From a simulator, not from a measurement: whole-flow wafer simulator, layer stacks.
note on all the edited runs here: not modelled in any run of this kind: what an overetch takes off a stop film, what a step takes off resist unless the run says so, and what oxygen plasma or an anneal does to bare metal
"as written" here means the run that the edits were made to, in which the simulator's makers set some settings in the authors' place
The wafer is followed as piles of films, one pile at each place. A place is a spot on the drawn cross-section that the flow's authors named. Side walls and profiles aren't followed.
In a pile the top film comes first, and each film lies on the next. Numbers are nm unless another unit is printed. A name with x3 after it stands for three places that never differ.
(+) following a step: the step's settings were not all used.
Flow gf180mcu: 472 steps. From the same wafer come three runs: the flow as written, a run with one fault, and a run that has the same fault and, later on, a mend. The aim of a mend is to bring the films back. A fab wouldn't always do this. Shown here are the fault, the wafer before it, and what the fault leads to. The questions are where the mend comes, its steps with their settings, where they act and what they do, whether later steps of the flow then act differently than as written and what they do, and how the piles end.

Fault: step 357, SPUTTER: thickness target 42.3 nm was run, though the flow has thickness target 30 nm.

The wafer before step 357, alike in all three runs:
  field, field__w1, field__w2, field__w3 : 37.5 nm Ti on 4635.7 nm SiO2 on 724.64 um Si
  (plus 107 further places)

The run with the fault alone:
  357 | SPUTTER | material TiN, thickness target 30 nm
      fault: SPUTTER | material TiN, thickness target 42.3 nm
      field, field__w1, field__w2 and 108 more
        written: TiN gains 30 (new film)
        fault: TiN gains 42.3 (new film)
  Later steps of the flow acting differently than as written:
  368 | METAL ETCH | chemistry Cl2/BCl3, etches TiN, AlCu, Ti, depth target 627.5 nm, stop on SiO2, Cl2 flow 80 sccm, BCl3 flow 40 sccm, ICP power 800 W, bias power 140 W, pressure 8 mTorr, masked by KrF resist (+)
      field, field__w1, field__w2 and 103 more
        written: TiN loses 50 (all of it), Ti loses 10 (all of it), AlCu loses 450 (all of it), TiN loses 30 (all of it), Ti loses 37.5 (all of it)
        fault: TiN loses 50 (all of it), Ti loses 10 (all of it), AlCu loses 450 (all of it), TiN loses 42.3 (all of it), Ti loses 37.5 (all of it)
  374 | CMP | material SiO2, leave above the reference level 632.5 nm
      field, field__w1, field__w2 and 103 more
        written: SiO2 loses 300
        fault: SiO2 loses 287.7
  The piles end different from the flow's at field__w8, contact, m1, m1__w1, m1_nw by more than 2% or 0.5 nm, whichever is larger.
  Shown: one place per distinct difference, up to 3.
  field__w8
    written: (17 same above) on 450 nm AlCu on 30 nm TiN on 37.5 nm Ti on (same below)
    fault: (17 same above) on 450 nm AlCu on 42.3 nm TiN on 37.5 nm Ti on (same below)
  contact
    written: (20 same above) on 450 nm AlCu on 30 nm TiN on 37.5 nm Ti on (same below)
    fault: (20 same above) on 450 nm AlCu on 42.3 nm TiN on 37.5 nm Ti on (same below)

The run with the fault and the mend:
  After step 357 comes the mend.
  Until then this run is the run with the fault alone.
  357a | METAL ETCH | chemistry Cl2/BCl3, etches TiN, AlCu, Ti, depth target 12.3 nm, Cl2 flow 80 sccm, BCl3 flow 40 sccm, ICP power 800 W, bias power 140 W, pressure 8 mTorr (the flow's step 260 again, with other settings)
      field, field__w1, field__w2 and 108 more
        TiN loses 12.3
  None of the later steps of the flow acts differently than as written at any place that is followed.
  At every place that both follow, the piles at the end match the flow's.
